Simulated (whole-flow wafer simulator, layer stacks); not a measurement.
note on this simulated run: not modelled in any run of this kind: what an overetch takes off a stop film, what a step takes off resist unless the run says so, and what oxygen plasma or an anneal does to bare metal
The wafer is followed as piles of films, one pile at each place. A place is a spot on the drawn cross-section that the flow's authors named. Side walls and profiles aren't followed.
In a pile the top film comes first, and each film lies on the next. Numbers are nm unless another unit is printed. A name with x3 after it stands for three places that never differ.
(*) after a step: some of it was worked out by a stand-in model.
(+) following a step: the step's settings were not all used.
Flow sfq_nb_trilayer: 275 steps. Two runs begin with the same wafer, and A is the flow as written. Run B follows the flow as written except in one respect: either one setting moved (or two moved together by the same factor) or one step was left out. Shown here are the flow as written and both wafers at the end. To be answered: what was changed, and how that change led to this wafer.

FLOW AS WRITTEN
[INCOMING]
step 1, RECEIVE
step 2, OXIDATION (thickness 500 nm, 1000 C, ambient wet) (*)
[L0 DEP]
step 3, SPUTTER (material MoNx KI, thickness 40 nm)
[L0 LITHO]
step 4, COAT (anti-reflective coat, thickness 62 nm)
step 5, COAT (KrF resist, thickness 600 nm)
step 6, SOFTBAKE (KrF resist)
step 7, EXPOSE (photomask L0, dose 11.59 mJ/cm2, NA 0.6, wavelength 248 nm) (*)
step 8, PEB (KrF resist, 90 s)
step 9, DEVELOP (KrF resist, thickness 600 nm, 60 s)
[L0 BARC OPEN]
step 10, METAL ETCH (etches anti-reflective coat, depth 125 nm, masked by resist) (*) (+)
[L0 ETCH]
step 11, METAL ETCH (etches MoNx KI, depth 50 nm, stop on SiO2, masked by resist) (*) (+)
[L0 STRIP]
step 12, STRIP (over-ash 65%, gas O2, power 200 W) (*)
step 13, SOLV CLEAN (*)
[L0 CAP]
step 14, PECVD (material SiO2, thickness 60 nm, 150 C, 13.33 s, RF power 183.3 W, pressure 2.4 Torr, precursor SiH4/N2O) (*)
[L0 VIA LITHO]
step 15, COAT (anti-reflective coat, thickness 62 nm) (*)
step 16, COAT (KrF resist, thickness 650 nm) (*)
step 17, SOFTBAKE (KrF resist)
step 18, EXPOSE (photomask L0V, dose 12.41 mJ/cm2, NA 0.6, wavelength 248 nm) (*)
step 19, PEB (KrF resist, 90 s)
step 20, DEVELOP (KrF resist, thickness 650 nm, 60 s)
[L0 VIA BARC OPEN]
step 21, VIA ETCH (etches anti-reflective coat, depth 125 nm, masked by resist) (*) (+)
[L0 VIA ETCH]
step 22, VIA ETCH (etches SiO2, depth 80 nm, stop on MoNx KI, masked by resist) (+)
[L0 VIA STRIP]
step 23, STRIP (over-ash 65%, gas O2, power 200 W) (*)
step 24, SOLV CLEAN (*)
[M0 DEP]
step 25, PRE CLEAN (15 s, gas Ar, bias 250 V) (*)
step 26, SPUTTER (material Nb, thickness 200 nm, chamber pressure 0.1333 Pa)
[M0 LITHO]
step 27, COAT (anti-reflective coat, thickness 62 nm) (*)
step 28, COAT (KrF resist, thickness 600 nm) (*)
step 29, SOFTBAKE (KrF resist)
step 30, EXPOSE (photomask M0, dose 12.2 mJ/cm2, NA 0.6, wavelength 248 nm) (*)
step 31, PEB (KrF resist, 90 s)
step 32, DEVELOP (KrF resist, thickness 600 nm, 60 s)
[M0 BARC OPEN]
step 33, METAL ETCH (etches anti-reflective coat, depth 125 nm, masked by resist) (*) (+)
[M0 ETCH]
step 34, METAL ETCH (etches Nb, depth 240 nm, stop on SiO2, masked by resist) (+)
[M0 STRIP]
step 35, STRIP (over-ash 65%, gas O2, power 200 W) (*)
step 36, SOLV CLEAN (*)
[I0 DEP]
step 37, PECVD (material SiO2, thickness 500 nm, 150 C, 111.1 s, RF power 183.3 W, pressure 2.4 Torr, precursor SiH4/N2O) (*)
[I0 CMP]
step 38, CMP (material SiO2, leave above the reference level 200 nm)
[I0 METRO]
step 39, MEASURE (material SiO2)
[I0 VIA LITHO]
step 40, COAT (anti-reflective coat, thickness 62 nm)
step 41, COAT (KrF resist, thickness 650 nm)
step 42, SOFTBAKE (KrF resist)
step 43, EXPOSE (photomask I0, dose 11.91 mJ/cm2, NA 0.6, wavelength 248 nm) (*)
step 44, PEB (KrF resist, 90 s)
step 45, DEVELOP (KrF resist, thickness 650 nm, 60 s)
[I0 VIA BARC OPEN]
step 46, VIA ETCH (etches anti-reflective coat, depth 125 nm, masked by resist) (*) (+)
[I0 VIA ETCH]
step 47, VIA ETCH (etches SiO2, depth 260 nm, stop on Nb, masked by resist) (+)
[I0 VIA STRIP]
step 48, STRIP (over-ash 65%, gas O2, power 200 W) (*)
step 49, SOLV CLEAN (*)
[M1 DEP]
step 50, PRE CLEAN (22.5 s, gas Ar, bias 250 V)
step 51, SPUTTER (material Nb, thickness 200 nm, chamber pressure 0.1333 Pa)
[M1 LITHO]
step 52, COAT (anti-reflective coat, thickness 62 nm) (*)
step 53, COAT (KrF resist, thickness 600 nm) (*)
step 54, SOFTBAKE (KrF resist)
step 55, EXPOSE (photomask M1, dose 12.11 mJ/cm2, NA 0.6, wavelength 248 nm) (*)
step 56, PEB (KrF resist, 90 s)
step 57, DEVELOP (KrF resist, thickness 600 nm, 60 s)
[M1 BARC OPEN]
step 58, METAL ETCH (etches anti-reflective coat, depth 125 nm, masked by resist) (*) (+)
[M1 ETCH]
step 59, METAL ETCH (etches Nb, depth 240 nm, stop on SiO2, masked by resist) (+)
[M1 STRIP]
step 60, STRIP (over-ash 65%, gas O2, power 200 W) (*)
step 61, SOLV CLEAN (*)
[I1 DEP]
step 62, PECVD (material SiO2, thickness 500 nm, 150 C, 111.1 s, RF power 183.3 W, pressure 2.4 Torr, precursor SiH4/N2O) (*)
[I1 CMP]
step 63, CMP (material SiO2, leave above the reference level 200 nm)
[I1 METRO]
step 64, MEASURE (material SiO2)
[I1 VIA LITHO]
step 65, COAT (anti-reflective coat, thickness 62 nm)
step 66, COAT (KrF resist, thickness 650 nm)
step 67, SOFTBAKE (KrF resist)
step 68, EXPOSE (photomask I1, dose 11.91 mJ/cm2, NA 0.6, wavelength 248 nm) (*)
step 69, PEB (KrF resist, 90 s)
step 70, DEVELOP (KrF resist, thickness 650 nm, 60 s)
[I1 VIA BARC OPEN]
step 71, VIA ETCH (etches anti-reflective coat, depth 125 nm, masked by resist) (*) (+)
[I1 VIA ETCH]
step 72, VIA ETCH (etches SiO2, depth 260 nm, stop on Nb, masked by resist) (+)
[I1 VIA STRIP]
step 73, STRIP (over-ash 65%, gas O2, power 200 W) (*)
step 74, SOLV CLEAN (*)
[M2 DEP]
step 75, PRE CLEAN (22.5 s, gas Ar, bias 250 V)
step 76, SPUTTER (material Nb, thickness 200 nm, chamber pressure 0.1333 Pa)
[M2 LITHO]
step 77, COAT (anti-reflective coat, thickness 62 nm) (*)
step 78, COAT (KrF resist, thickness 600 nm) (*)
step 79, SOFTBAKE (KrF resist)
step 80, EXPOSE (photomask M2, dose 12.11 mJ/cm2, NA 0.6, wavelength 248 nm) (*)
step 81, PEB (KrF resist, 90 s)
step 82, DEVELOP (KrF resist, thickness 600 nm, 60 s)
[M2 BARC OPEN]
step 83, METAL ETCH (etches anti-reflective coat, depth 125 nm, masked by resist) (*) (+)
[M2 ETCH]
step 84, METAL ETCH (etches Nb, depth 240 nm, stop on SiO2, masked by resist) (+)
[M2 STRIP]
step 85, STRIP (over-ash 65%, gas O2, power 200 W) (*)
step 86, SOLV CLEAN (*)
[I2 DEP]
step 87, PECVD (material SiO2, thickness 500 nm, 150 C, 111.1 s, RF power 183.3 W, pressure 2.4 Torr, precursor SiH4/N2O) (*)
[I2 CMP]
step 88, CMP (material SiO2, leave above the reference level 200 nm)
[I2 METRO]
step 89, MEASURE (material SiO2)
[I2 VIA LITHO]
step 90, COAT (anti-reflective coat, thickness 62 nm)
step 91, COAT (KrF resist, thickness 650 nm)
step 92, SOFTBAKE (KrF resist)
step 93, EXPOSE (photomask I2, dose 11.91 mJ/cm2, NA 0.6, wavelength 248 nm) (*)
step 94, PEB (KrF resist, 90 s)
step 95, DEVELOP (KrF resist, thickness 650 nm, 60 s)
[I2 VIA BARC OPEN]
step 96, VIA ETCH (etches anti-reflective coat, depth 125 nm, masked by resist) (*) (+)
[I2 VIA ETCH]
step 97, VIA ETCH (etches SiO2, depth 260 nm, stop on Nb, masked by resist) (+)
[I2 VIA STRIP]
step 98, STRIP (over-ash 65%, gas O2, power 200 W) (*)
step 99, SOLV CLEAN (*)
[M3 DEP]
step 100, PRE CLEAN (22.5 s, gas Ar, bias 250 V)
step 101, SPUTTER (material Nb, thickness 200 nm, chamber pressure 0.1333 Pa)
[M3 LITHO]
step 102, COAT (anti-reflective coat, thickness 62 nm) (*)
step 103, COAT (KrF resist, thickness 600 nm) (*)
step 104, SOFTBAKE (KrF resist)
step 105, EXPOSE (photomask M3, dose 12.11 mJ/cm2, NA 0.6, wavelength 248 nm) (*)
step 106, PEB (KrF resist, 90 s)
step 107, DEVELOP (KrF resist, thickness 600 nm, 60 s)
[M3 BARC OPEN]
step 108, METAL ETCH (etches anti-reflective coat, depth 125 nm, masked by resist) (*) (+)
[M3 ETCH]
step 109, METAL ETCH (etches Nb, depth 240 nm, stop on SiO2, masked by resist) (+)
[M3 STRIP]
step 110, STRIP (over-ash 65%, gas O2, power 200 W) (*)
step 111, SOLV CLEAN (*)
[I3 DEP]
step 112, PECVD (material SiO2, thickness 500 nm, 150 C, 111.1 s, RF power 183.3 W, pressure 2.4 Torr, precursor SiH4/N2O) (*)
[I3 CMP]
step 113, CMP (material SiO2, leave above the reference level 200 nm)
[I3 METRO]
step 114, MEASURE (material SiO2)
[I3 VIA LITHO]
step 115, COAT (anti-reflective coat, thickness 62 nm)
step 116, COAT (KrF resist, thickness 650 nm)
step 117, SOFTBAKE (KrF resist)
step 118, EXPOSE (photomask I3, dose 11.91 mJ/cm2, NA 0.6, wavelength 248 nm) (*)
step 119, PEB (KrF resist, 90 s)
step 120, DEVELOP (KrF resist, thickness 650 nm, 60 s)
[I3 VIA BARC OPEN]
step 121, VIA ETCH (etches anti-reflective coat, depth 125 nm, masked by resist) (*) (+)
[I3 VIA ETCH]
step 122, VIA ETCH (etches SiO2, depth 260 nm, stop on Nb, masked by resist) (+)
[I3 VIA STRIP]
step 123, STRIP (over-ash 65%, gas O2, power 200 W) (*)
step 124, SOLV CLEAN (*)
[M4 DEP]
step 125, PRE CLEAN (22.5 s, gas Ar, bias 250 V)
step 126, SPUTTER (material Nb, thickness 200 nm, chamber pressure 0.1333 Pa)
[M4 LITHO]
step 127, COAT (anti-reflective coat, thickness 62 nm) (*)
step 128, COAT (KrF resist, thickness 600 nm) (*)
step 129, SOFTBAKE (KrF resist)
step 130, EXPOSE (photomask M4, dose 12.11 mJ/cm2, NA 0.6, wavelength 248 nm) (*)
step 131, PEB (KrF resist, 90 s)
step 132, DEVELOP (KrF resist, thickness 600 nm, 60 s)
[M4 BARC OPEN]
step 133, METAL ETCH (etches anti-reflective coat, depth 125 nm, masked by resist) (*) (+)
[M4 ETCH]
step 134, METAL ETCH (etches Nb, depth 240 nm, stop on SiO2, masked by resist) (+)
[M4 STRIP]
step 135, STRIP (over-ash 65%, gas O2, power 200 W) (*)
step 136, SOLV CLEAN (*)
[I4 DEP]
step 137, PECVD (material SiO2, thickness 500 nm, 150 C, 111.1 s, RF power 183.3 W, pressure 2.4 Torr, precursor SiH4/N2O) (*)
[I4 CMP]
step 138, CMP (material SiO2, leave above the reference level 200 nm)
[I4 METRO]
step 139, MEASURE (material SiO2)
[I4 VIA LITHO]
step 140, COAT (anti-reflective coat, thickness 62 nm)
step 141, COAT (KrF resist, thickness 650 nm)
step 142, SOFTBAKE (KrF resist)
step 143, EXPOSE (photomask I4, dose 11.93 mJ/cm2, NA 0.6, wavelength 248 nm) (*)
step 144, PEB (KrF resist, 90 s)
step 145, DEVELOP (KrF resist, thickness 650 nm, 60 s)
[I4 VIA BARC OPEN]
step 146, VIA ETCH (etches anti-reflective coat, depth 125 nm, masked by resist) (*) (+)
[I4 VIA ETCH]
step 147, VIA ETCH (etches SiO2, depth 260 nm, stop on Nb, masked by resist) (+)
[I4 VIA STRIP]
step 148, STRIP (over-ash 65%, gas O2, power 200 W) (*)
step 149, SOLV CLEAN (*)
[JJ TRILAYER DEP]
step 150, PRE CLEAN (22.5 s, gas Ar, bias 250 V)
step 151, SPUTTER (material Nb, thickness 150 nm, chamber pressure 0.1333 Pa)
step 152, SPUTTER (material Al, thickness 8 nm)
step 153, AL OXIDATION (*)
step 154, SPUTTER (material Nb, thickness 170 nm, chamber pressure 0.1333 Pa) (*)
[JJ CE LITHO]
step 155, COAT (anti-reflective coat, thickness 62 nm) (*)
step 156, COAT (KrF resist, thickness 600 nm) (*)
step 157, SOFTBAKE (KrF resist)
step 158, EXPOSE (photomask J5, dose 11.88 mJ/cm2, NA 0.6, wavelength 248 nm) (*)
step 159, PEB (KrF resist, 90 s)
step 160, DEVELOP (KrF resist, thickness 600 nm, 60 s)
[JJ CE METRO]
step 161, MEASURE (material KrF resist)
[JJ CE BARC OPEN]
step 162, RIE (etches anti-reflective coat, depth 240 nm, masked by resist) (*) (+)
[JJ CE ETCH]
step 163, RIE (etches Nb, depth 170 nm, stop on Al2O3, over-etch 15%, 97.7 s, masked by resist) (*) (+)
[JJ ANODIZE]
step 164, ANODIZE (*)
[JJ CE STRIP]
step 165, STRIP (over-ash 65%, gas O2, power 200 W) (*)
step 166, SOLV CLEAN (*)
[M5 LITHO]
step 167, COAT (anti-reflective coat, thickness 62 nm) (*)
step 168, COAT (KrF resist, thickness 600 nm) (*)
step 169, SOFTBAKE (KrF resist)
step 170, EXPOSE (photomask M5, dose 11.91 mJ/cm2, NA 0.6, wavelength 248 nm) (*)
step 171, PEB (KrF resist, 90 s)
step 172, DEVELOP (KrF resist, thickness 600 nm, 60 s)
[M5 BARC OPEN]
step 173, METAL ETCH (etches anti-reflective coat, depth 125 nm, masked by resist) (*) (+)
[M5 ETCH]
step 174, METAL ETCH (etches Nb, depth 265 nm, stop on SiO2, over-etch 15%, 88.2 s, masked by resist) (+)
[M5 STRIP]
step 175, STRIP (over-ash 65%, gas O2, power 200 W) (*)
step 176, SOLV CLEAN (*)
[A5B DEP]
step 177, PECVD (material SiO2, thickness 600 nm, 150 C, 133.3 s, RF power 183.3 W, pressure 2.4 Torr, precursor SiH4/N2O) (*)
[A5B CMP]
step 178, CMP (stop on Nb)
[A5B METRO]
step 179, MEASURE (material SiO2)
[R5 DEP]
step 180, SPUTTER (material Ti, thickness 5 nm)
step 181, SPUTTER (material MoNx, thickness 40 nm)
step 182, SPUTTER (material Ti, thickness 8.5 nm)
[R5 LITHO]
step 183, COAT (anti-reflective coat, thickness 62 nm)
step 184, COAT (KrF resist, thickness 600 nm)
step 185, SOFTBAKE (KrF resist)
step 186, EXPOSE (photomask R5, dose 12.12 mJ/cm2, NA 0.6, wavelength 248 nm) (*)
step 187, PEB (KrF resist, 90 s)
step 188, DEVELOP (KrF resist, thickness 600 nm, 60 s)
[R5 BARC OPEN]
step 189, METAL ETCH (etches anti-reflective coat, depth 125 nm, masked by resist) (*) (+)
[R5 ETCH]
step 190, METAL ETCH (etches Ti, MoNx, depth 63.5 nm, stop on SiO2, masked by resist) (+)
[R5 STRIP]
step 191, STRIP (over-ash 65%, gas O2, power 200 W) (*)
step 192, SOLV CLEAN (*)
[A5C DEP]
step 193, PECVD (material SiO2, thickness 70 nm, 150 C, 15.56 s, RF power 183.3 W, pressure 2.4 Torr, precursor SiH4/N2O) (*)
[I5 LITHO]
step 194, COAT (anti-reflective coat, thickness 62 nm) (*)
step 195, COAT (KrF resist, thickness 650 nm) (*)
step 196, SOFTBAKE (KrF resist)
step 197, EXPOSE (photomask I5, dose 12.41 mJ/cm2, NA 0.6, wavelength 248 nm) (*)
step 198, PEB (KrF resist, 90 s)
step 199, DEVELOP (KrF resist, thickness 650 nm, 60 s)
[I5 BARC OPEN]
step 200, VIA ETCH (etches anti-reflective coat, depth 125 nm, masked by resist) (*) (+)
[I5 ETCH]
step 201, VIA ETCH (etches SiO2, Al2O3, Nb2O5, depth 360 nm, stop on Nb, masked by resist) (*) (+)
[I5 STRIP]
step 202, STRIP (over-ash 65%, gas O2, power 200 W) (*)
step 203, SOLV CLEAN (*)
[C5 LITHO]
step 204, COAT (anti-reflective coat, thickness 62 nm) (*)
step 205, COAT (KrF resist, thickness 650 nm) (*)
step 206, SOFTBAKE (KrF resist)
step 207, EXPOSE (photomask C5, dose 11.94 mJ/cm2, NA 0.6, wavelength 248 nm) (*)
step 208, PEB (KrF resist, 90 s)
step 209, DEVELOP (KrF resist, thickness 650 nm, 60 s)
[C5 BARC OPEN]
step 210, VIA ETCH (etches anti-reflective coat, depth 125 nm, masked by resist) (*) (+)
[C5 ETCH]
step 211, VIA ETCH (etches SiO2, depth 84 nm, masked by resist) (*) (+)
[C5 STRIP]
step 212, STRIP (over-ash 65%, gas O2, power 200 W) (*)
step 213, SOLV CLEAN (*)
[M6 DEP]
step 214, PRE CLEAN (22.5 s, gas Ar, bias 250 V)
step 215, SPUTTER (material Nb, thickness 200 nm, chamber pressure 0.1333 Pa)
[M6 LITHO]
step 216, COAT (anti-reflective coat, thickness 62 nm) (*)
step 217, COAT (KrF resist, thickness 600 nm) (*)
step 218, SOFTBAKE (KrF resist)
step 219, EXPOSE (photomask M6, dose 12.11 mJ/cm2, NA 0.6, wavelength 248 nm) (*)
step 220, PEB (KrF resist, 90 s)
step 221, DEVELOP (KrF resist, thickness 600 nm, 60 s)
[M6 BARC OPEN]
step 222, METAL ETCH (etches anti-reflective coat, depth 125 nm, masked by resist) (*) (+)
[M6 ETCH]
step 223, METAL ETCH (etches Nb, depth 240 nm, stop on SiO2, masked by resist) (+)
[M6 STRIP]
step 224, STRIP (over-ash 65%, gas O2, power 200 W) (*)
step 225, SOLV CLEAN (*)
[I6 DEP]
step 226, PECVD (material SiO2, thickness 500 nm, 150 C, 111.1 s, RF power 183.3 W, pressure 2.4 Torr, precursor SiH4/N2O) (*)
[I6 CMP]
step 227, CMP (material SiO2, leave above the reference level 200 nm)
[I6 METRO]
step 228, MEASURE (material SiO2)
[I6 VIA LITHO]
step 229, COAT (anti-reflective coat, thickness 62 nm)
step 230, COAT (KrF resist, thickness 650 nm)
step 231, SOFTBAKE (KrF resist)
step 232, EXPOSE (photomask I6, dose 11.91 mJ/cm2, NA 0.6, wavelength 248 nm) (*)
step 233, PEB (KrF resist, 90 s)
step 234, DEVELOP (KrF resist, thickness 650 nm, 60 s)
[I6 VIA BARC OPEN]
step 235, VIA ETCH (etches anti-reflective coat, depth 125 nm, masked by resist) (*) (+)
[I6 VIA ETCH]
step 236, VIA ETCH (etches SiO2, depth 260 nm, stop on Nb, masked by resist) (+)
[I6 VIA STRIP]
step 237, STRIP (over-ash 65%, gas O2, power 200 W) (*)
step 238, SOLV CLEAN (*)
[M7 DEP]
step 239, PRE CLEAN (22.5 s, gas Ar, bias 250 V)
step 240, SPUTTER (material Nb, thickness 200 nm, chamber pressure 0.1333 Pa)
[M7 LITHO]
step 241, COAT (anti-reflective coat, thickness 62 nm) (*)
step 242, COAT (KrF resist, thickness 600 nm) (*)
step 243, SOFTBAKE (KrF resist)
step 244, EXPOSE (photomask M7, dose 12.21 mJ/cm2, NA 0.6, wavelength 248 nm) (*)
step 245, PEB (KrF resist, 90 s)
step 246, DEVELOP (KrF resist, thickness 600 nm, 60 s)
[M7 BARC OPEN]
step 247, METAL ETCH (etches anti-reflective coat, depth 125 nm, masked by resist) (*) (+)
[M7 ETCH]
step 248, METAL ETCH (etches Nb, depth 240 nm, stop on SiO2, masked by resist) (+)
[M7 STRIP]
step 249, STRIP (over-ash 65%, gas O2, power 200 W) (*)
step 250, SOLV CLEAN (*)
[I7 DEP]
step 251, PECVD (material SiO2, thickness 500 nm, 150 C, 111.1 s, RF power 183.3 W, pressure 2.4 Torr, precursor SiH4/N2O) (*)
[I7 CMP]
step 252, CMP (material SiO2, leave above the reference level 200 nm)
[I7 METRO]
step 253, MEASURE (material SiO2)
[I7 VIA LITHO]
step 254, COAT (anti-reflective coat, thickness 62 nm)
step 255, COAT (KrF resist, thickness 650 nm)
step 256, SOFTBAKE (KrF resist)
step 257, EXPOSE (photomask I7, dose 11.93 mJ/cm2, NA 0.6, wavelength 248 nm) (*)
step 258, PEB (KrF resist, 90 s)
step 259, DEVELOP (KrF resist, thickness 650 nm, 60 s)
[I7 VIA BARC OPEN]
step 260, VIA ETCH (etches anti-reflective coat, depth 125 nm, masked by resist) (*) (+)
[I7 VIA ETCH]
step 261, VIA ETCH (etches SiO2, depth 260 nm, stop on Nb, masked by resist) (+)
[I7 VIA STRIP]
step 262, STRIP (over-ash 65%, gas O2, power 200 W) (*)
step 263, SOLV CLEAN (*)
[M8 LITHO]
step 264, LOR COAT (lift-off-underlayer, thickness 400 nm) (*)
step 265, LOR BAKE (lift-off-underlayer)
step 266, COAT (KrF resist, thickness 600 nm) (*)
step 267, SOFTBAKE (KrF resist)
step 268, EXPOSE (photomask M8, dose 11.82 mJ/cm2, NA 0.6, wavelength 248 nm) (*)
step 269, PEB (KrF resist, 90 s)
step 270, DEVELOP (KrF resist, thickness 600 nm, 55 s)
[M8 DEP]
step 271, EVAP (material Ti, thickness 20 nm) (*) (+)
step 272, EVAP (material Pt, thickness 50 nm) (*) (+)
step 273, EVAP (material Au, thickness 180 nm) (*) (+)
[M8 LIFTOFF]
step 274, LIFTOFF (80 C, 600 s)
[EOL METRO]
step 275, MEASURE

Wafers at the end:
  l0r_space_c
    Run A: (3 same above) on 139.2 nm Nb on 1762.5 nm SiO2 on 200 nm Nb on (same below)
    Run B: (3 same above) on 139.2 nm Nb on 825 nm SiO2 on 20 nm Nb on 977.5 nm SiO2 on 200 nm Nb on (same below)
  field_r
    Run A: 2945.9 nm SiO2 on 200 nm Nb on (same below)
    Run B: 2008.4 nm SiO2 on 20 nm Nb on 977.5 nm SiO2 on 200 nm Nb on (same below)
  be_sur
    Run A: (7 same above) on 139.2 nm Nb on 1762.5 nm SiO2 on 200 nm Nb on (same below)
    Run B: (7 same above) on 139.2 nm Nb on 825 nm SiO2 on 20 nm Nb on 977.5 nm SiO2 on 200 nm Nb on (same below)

Cause: step 101, SPUTTER: thickness 260 nm was run, whereas the flow has thickness 200 nm.

How this came from the change, step by step:
  step 101, SPUTTER (material Nb, thickness 200 nm, chamber pressure 0.1333 Pa)
      field_l, v_sur, via_wl and 102 more: A +200 Nb (new film) | B +260 Nb (new film)
      via_w: A +165.5 Nb | B +215.9 Nb
  step 102, COAT (anti-reflective coat, thickness 62 nm) (*)
      via_wl, via_wr: A +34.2 anti-reflective coat (new film) | B +33.1 anti-reflective coat (new film)
  step 109, METAL ETCH (etches Nb, depth 240 nm, stop on SiO2, masked by resist) (+)
      field_l, be, be_sur and 72 more: A -200 Nb (all of it) | B -240 Nb
  step 110, STRIP (over-ash 65%, gas O2, power 200 W) (*)
      via_wl, via_wr: A -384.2 KrF resist (all of it), -34.2 anti-reflective coat (all of it) | B -384 KrF resist (all of it), -33.1 anti-reflective coat (all of it)
  step 112, PECVD (material SiO2, thickness 500 nm, 150 C, 111.1 s, RF power 183.3 W, pressure 2.4 Torr, precursor SiH4/N2O) (*)
      field_l, be, be_sur and 64 more: A +500 SiO2 | B +500 SiO2 (new film)
      p4_g1 x2, p3_s0 x6: A +557.1 SiO2 | B +597.1 SiO2 (new film)
      (as well as at 1 more place)
  step 113, CMP (material SiO2, leave above the reference level 200 nm)
      field_l, be, be_sur and 64 more: A -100 SiO2 | B -60 SiO2
      via_w: A -181.6 SiO2 | B -157.1 SiO2
Taking metal films that touch as one body, l0r_space_c has 3 bodies (between them, from the top down: SiO2 825; SiO2 977.5); the flow as written gives 2 bodies (between them, from the top down: SiO2 1762.5).
Taking metal films that touch as one body, field_r has 2 bodies (between them, from the top down: SiO2 977.5); the flow as written gives 1 body.
Taking metal films that touch as one body, be_sur has 5 bodies (between them, from the top down: SiO2 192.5; SiO2 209 / Al2O3 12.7 / Nb2O5 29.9; SiO2 825; SiO2 977.5); the flow as written gives 4 bodies (between them, from the top down: SiO2 192.5; SiO2 209 / Al2O3 12.7 / Nb2O5 29.9; SiO2 1762.5).
